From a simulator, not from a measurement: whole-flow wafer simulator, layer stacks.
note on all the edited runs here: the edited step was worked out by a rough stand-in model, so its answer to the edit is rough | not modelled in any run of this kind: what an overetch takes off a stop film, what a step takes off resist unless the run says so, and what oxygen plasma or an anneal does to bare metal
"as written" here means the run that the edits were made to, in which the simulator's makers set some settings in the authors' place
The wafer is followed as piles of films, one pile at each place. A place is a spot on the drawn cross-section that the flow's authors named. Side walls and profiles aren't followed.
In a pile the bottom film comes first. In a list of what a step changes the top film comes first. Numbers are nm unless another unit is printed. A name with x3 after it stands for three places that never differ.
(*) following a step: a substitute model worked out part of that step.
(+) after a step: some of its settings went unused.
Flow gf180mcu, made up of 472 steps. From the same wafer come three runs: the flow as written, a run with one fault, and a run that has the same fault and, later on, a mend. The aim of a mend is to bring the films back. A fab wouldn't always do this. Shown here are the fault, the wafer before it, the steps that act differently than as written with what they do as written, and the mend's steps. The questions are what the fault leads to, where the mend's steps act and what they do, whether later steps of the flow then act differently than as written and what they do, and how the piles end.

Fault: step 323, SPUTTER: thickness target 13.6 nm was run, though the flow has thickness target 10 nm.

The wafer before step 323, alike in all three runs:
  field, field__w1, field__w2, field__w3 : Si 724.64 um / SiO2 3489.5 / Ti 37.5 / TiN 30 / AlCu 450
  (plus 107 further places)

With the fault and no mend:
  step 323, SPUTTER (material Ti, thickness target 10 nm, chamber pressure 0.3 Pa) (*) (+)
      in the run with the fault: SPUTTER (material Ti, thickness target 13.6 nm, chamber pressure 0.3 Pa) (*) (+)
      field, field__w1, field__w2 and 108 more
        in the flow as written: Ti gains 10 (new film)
        in the run with the fault: Ti gains 13.6 (new film)
  Steps further on in the flow that do not act as written (5 other steps are not shown; they differ only slightly, by no more than 2% or 0.5 nm, whichever is larger):
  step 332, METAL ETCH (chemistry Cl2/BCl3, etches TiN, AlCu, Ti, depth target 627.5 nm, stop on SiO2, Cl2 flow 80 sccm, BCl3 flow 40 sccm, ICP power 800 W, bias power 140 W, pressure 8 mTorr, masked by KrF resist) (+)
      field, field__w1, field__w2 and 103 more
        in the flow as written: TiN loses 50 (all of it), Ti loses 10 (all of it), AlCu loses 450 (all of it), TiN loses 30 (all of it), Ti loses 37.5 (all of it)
        in the run with the fault: TiN loses 50 (all of it), Ti loses 13.6 (all of it), AlCu loses 450 (all of it), TiN loses 30 (all of it), Ti loses 37.5 (all of it)
  By the end, the piles at field__w8, contact, m1, m1__w1, m1_nw depart from the flow's by more than 2% or 0.5 nm, whichever is larger.
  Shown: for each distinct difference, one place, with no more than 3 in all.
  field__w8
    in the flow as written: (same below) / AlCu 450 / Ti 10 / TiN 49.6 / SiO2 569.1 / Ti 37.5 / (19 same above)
    in the run with the fault: (same below) / AlCu 450 / Ti 13.6 / TiN 49.6 / SiO2 565.5 / Ti 37.5 / (19 same above)
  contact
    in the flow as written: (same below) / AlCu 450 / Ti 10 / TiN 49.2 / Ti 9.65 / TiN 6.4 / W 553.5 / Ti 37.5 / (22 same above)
    in the run with the fault: (same below) / AlCu 450 / Ti 13.6 / TiN 49.2 / Ti 9.67 / TiN 6.42 / W 549.9 / Ti 37.5 / (22 same above)

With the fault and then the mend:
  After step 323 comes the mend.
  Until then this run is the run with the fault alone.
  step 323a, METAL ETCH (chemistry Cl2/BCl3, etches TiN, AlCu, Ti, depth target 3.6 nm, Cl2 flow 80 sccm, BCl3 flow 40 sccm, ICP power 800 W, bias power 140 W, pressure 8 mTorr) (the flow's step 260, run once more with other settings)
      field, field__w1, field__w2 and 108 more
        Ti loses 3.6
  None of the later steps of the flow acts differently than as written at any place that is followed.
  The piles end the same as the flow's at every place that both follow.
